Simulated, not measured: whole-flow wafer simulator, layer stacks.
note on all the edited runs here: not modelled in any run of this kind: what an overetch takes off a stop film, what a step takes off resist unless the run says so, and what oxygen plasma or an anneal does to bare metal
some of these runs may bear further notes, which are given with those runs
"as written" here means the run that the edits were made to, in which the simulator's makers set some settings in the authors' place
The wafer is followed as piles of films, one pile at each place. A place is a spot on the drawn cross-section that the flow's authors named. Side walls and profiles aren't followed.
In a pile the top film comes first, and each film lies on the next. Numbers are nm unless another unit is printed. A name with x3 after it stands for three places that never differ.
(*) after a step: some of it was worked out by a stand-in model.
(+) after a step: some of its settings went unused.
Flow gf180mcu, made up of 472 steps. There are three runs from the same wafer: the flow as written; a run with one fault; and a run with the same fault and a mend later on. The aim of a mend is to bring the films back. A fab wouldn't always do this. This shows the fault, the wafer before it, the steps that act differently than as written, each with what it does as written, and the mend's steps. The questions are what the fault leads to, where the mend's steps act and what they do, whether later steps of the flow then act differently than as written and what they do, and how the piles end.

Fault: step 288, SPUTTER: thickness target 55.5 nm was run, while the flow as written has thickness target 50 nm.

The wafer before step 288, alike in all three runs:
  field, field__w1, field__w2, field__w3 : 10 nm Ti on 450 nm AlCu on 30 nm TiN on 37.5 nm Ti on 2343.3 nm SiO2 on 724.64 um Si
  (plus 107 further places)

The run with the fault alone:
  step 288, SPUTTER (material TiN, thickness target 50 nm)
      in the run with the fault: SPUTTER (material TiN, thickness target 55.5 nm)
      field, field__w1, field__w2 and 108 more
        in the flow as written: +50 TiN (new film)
        in the run with the fault: +55.5 TiN (new film)
  Later steps of the flow acting differently than as written (5 more steps, not shown, differ only slightly: by at most 2% or 0.5 nm, whichever is larger):
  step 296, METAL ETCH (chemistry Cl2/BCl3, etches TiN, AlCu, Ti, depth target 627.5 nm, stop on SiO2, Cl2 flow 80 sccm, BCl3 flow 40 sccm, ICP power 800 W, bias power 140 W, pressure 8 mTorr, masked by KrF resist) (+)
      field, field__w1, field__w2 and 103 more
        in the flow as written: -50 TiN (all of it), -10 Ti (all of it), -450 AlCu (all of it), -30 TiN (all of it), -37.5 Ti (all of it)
        in the run with the fault: -55.5 TiN (all of it), -10 Ti (all of it), -450 AlCu (all of it), -30 TiN (all of it), -37.5 Ti (all of it)
  At field__w8, contact, m1, m1__w1, m1_nw, the piles at the end differ from the flow's by more than 2% or 0.5 nm, whichever is larger.
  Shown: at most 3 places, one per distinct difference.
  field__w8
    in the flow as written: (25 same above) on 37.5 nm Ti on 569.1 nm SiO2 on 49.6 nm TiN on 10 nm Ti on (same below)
    in the run with the fault: (25 same above) on 37.5 nm Ti on 563.6 nm SiO2 on 55.1 nm TiN on 10 nm Ti on (same below)
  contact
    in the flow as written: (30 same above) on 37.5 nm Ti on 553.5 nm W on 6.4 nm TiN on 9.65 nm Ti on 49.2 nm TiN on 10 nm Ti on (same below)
    in the run with the fault: (30 same above) on 37.5 nm Ti on 547.9 nm W on 6.42 nm TiN on 9.68 nm Ti on 54.7 nm TiN on 10 nm Ti on (same below)

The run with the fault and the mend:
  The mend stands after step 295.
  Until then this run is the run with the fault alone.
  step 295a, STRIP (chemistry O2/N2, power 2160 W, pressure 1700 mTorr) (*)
      field__w8, contact, m1, m1__w1, m1_nw
        -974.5 KrF resist (all of it)
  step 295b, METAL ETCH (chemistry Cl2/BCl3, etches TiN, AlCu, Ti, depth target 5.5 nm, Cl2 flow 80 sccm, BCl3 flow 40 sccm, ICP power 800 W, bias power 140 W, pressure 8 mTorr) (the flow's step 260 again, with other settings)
      field, field__w1, field__w2 and 108 more
        -5.5 TiN
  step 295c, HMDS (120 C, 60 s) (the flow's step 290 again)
      leaves every film unchanged at each place that is followed
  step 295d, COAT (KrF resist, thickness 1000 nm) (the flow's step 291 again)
      field, field__w1, field__w2 and 108 more
        +1000 KrF resist (new film)
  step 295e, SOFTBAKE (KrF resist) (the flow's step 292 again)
      leaves every film unchanged at each place that is followed
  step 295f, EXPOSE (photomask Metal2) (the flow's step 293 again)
      leaves every film unchanged at each place that is followed
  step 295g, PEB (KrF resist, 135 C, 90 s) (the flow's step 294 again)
      field, field__w1, field__w2 and 108 more
        -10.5 KrF resist
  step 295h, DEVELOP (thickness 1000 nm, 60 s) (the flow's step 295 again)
      field, field__w1, field__w2 and 103 more
        -989.5 KrF resist (all of it)
      field__w8, contact, m1, m1__w1, m1_nw
        -14.9 KrF resist
  None of the later steps of the flow acts differently than as written at any place that is followed.
  The piles end the same as the flow's at every place that both follow.
